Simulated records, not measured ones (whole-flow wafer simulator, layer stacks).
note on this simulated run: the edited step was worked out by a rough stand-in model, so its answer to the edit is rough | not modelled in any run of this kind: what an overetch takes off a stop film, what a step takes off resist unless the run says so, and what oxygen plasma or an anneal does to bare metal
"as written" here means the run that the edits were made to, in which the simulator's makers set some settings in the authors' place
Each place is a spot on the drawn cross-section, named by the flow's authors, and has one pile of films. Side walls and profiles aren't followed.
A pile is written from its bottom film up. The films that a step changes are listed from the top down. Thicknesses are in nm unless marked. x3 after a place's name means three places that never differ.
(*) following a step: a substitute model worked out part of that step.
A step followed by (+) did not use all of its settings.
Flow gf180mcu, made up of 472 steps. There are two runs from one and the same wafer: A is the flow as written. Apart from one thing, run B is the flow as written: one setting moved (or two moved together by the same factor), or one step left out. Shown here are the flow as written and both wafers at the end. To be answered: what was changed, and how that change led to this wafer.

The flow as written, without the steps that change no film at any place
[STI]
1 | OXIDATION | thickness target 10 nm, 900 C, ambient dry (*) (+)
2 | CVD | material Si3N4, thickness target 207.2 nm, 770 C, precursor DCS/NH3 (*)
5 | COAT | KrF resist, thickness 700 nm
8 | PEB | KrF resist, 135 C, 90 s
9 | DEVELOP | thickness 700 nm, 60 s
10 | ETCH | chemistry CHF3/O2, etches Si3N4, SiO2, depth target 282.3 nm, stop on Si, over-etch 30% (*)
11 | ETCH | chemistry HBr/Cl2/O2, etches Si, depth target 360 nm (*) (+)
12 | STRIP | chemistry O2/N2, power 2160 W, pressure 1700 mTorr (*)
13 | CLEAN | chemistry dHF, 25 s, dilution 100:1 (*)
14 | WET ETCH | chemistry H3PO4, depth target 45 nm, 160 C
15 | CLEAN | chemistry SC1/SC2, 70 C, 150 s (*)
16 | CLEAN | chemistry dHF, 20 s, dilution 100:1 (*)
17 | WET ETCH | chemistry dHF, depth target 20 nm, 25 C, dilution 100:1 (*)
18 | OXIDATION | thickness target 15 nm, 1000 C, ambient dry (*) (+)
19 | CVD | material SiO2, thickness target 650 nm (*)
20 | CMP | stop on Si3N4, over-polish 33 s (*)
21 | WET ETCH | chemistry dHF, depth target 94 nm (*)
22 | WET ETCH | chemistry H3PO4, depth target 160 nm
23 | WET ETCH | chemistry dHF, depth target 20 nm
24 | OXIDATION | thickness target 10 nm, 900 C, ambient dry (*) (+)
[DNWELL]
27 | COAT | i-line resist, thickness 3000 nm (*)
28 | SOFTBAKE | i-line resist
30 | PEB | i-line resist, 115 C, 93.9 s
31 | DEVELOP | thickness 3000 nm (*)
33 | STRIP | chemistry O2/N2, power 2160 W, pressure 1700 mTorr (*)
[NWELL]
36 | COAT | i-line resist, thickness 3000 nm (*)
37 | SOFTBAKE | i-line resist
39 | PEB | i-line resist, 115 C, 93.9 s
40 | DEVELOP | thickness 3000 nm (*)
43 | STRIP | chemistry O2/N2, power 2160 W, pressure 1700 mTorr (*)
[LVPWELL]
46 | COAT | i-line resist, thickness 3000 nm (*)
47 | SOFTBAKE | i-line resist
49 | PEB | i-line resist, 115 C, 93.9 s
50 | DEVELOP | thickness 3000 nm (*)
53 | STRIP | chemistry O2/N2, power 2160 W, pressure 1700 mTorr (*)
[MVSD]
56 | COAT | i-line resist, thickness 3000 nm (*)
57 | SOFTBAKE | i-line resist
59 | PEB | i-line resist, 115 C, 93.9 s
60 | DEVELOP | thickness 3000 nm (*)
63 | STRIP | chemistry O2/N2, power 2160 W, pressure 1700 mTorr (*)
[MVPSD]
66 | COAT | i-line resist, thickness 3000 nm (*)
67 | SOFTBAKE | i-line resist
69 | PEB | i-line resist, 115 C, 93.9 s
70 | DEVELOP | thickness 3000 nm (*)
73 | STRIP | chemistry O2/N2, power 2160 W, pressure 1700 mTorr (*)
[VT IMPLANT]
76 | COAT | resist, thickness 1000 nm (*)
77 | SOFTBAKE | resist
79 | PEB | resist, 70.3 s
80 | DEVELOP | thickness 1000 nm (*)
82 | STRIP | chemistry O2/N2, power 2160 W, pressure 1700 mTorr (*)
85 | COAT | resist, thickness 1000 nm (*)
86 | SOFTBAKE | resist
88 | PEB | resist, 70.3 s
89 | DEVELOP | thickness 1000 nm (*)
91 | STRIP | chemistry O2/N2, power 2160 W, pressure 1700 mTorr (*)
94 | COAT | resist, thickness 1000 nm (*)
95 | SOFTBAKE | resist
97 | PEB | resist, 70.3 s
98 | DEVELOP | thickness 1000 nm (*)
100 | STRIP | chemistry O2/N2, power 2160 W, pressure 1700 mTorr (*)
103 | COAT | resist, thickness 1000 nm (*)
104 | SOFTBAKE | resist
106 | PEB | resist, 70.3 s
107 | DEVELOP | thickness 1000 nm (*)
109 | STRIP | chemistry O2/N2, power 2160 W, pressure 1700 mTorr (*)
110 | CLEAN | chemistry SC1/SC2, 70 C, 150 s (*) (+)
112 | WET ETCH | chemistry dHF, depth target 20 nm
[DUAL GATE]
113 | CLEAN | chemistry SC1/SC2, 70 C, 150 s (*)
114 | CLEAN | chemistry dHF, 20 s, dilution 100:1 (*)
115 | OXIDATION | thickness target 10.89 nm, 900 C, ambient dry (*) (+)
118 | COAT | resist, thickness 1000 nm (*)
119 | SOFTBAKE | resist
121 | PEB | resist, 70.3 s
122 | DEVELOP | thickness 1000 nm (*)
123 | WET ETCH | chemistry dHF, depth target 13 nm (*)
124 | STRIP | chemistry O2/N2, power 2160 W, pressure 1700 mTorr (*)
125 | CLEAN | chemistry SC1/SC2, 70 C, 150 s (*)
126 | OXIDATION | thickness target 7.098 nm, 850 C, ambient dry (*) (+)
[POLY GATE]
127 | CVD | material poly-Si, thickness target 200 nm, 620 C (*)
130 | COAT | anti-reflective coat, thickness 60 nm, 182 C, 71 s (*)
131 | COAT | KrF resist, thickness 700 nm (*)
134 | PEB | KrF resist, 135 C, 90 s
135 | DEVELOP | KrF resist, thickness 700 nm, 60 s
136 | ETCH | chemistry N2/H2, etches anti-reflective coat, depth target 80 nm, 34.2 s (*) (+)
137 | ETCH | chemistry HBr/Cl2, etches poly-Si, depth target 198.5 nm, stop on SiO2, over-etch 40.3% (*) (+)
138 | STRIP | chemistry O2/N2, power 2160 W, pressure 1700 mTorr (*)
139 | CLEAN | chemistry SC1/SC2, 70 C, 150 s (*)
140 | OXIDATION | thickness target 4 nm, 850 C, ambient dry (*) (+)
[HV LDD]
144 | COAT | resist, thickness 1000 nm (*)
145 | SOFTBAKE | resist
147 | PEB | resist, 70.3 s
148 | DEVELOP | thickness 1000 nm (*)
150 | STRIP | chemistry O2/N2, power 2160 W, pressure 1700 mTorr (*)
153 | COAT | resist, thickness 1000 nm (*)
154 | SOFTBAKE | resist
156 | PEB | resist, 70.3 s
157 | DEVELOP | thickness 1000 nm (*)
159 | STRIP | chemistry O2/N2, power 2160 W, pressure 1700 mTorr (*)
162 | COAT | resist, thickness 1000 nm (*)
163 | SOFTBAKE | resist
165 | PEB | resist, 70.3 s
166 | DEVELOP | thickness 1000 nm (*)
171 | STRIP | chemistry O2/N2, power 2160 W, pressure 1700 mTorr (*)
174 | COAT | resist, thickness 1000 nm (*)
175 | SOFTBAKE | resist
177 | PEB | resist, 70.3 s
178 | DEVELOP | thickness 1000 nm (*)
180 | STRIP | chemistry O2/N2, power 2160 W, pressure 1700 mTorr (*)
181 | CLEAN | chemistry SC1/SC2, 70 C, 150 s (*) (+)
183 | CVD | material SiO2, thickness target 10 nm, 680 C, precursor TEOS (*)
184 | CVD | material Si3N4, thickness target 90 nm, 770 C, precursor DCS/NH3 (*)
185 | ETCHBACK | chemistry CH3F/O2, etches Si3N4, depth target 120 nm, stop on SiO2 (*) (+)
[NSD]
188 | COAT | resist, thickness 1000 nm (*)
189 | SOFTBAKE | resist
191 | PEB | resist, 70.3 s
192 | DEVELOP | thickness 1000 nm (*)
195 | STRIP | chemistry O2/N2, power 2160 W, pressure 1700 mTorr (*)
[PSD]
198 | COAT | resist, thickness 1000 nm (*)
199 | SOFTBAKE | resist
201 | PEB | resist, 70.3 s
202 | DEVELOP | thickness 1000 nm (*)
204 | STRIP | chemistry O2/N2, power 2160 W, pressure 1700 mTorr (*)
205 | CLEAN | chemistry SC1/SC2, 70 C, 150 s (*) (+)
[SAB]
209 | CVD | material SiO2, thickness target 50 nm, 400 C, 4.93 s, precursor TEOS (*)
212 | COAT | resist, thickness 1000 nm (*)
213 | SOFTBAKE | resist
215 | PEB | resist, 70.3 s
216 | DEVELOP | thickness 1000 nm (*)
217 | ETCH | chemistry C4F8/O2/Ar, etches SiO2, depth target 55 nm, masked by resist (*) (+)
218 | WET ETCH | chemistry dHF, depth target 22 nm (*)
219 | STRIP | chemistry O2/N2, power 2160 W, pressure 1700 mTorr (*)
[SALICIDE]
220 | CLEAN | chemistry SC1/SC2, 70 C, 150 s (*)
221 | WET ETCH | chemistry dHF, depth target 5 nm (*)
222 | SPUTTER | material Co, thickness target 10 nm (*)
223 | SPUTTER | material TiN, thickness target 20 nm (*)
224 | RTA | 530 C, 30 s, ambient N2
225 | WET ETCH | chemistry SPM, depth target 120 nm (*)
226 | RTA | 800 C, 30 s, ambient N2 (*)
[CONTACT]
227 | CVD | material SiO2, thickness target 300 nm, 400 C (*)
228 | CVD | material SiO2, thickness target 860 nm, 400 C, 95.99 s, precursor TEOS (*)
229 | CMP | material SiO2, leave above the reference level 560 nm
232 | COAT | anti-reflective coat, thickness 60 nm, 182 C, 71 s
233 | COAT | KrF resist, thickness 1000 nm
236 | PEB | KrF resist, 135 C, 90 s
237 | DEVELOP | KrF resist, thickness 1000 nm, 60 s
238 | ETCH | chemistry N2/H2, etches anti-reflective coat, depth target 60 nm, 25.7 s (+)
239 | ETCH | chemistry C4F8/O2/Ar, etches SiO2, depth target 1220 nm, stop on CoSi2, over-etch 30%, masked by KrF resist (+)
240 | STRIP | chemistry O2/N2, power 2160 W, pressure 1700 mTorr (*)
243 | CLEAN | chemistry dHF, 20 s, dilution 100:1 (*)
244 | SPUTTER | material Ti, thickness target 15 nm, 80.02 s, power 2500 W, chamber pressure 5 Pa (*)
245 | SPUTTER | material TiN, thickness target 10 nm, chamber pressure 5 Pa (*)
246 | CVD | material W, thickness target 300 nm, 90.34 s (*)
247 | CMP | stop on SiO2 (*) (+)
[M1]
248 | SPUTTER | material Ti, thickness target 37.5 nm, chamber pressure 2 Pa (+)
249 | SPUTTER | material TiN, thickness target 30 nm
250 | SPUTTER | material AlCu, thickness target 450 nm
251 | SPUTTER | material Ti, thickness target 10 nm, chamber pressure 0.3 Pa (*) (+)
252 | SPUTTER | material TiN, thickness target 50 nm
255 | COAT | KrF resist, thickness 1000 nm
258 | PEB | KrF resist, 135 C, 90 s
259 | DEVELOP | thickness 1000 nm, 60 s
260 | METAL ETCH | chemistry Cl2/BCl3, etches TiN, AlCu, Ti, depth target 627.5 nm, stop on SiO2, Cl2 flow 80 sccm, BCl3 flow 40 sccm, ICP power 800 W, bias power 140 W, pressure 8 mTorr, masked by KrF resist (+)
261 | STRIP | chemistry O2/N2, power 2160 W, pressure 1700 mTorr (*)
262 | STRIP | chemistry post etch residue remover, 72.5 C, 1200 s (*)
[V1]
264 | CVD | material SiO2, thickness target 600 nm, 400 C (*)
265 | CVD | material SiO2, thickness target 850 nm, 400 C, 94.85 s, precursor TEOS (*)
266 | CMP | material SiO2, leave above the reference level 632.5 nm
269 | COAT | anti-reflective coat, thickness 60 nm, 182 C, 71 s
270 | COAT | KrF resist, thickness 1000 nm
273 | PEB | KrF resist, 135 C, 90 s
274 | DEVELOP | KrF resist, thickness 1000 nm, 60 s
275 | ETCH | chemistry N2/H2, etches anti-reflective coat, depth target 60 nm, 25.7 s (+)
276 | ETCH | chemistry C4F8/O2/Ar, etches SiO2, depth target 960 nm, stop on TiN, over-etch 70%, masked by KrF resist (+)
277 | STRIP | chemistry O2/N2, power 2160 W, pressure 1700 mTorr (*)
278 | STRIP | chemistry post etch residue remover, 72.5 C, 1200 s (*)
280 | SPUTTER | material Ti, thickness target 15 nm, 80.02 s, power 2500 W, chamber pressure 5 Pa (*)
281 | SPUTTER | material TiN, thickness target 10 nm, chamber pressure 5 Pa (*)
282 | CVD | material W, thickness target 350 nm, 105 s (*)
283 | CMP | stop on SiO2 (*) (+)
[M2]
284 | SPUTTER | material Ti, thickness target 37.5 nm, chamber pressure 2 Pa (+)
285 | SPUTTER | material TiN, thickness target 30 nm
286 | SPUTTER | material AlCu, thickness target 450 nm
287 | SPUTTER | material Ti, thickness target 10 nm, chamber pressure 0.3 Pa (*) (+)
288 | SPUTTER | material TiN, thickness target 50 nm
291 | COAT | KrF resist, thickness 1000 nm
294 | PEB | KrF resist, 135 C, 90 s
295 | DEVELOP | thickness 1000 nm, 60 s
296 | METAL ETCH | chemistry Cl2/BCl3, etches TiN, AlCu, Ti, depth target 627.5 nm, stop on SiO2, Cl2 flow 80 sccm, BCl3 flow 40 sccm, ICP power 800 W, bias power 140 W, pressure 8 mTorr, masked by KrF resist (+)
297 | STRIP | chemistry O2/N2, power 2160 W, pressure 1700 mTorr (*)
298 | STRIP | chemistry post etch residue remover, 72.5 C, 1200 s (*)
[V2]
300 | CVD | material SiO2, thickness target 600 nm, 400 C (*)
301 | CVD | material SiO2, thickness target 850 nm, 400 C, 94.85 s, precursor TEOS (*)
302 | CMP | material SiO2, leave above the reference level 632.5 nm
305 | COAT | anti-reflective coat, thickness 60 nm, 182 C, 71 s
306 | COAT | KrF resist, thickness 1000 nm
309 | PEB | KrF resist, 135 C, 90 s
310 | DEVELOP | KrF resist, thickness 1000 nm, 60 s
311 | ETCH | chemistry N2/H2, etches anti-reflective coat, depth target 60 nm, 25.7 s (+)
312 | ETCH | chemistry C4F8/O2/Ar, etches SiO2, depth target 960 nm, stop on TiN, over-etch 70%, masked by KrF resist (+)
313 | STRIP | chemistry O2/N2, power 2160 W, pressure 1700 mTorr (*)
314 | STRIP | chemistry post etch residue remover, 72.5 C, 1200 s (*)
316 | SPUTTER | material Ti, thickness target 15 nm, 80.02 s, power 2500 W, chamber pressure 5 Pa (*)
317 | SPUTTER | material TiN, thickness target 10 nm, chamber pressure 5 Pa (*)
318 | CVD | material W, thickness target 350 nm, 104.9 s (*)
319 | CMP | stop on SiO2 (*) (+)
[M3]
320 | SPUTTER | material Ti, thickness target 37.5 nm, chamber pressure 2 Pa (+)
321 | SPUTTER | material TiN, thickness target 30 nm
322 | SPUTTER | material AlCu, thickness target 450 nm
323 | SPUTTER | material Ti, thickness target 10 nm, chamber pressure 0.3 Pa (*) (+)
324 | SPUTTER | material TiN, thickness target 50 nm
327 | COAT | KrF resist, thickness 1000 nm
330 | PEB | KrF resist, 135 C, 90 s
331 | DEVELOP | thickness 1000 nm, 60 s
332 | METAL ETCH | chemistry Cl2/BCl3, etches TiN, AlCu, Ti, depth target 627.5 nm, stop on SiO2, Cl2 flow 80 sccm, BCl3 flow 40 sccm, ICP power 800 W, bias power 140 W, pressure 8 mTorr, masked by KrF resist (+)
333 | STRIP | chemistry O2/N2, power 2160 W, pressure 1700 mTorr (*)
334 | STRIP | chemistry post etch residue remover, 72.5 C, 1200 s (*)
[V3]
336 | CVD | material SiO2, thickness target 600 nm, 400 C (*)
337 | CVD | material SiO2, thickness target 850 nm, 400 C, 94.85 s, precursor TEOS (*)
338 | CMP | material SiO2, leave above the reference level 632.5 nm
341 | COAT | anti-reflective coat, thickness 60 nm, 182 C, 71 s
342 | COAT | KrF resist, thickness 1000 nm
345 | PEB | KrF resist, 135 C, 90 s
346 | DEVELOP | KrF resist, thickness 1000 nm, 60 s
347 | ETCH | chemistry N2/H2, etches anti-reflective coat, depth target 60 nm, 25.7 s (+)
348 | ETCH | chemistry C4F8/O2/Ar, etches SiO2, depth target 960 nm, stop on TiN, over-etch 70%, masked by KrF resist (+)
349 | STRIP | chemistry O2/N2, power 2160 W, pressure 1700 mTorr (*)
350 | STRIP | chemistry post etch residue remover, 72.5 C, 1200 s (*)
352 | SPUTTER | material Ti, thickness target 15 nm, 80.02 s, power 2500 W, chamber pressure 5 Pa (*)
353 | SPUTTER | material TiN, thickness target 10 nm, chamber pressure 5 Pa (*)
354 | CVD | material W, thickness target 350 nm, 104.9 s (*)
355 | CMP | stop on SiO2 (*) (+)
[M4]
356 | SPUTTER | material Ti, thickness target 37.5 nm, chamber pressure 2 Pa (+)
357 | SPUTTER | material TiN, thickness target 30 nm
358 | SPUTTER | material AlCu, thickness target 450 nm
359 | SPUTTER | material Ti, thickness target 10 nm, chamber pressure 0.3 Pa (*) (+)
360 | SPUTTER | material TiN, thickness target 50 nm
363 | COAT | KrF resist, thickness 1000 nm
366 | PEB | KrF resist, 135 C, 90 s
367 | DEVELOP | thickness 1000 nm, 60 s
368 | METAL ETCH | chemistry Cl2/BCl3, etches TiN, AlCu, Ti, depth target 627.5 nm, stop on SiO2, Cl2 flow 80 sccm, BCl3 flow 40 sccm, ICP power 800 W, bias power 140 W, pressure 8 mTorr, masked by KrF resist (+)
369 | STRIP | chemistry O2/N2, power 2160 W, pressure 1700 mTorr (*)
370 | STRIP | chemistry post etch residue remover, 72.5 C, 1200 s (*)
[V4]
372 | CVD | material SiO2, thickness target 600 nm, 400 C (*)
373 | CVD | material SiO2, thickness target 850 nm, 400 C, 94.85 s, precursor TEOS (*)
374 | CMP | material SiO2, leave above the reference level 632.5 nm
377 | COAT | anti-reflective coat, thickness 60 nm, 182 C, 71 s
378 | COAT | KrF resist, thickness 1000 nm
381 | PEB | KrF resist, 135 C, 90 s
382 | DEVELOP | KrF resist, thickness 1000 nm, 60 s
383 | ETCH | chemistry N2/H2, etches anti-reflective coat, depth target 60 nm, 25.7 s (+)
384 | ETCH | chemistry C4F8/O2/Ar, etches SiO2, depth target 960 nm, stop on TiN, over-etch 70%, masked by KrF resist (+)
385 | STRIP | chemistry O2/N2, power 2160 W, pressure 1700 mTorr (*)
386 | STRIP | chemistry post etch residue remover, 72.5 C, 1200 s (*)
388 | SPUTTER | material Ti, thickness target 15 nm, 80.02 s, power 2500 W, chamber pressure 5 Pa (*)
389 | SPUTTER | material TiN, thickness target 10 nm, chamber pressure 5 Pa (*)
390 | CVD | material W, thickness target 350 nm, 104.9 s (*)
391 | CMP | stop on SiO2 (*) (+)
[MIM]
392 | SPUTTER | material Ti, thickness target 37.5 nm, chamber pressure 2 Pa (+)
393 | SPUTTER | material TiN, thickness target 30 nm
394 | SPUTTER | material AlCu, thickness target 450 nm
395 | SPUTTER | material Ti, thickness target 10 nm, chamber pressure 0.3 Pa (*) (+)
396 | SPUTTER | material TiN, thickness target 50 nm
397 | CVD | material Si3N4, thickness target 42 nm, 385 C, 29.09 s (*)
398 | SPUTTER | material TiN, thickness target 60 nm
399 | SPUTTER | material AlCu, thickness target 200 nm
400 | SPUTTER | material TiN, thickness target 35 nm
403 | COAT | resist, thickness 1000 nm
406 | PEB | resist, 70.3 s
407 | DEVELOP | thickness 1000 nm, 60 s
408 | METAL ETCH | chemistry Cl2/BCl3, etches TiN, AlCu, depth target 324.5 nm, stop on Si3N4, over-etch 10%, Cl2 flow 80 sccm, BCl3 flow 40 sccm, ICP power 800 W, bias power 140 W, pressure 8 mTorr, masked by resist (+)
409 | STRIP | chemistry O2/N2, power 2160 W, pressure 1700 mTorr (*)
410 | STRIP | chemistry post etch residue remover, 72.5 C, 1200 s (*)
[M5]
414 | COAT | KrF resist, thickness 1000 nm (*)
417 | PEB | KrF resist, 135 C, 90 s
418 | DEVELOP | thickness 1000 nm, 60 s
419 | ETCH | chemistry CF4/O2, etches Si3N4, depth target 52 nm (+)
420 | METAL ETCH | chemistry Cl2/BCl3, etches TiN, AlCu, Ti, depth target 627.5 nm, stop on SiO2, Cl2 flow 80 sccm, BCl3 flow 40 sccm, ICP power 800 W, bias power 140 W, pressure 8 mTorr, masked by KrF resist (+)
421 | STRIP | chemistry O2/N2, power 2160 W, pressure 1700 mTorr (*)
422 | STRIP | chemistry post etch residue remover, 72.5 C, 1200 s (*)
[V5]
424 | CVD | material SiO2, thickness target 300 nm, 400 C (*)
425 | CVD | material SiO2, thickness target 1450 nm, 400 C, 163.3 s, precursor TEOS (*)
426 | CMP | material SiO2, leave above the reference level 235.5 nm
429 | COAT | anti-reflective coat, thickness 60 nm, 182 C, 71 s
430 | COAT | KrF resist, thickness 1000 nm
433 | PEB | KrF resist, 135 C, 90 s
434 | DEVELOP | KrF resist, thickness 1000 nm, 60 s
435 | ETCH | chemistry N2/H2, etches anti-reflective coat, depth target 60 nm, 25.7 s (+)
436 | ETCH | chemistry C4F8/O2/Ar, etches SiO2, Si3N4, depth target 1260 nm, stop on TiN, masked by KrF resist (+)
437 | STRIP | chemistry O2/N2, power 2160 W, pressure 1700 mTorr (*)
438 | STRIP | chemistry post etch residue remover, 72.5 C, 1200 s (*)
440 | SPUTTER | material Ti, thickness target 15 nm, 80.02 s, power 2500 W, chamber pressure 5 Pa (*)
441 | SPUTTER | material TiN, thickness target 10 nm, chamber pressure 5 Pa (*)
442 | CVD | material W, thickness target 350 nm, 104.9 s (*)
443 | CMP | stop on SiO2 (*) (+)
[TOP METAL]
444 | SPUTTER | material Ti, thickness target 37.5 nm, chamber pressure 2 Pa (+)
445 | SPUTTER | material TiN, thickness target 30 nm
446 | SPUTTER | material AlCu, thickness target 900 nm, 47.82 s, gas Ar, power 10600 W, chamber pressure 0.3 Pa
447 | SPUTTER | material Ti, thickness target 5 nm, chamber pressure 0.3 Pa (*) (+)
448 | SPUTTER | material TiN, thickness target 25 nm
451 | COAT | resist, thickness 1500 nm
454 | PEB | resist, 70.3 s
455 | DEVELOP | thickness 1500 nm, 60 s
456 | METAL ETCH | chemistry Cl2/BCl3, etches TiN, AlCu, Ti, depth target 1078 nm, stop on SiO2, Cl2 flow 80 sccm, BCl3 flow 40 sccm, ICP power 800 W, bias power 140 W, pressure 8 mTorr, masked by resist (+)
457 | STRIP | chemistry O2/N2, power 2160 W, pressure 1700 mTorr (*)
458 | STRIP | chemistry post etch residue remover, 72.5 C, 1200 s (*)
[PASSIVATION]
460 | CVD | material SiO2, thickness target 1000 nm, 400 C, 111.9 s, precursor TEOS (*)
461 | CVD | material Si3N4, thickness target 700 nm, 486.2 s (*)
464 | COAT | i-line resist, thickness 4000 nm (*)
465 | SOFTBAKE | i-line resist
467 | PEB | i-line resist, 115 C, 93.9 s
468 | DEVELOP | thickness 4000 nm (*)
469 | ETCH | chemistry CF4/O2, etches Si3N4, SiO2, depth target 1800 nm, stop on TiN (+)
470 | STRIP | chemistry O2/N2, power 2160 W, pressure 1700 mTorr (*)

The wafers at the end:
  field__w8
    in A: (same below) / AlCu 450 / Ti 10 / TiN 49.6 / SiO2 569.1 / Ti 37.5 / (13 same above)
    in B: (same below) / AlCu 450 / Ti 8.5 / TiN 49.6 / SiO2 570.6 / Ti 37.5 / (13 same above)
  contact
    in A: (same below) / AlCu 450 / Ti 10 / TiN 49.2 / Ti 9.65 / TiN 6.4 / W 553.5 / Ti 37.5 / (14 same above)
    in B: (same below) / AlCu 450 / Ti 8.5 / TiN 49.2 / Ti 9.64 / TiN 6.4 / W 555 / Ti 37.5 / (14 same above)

The reason: step 359, SPUTTER: thickness target 8.5 nm was run, while the flow as written has thickness target 10 nm.
One can read it off the wafer: field__w8 has Ti 8.5, and step 359 as written asks for 10 nm.

The path from the change to this, step by step:
  359 | SPUTTER | material Ti, thickness target 10 nm, chamber pressure 0.3 Pa (*) (+)
      field, field__w1, field__w2 and 108 more: A Ti gains 10 (new film) | B Ti gains 8.5 (new film)
  368 | METAL ETCH | chemistry Cl2/BCl3, etches TiN, AlCu, Ti, depth target 627.5 nm, stop on SiO2, Cl2 flow 80 sccm, BCl3 flow 40 sccm, ICP power 800 W, bias power 140 W, pressure 8 mTorr, masked by KrF resist (+)
      field, field__w1, field__w2 and 103 more: A TiN loses 50 (all of it), Ti loses 10 (all of it), AlCu loses 450 (all of it), TiN loses 30 (all of it), Ti loses 37.5 (all of it) | B TiN loses 50 (all of it), Ti loses 8.5 (all of it), AlCu loses 450 (all of it), TiN loses 30 (all of it), Ti loses 37.5 (all of it)
